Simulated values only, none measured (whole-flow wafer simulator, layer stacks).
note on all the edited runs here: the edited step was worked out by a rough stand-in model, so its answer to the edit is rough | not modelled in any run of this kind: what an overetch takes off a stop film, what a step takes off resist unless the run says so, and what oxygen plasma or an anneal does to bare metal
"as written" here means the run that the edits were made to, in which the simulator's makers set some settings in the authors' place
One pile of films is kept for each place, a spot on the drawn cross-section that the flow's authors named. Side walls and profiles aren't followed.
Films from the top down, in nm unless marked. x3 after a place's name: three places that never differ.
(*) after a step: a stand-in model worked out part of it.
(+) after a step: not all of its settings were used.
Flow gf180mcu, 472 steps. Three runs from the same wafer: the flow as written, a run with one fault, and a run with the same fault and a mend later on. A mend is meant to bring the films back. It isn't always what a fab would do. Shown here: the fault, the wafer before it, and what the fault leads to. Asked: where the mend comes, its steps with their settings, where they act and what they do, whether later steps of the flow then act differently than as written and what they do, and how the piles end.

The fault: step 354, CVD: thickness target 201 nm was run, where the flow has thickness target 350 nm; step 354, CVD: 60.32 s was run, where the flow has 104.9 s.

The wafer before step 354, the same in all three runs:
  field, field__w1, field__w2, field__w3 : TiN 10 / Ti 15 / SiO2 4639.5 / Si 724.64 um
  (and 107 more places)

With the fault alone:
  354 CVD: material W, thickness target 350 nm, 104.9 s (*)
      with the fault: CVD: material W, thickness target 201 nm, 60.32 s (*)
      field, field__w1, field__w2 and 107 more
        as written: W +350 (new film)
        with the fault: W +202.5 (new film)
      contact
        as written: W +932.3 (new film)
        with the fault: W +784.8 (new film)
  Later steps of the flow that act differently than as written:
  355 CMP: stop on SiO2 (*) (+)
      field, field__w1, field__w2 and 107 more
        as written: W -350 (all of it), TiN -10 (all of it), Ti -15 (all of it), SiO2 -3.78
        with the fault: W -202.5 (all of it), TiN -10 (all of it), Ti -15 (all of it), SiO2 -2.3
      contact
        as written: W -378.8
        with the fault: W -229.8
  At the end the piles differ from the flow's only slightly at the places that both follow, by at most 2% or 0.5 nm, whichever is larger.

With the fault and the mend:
  The mend comes after step 354.
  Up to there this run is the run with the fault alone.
  354a CVD: material W, thickness target 149 nm, 44.66 s (the flow's step 354 once more, with other settings)
      field, field__w1, field__w2 and 108 more
        W +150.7
  No later step of the flow acts differently than as written, at any place that is followed, by more than 2% or 0.5 nm, whichever is larger.
  At the end the piles differ from the flow's only slightly at the places that both follow, by at most 2% or 0.5 nm, whichever is larger.
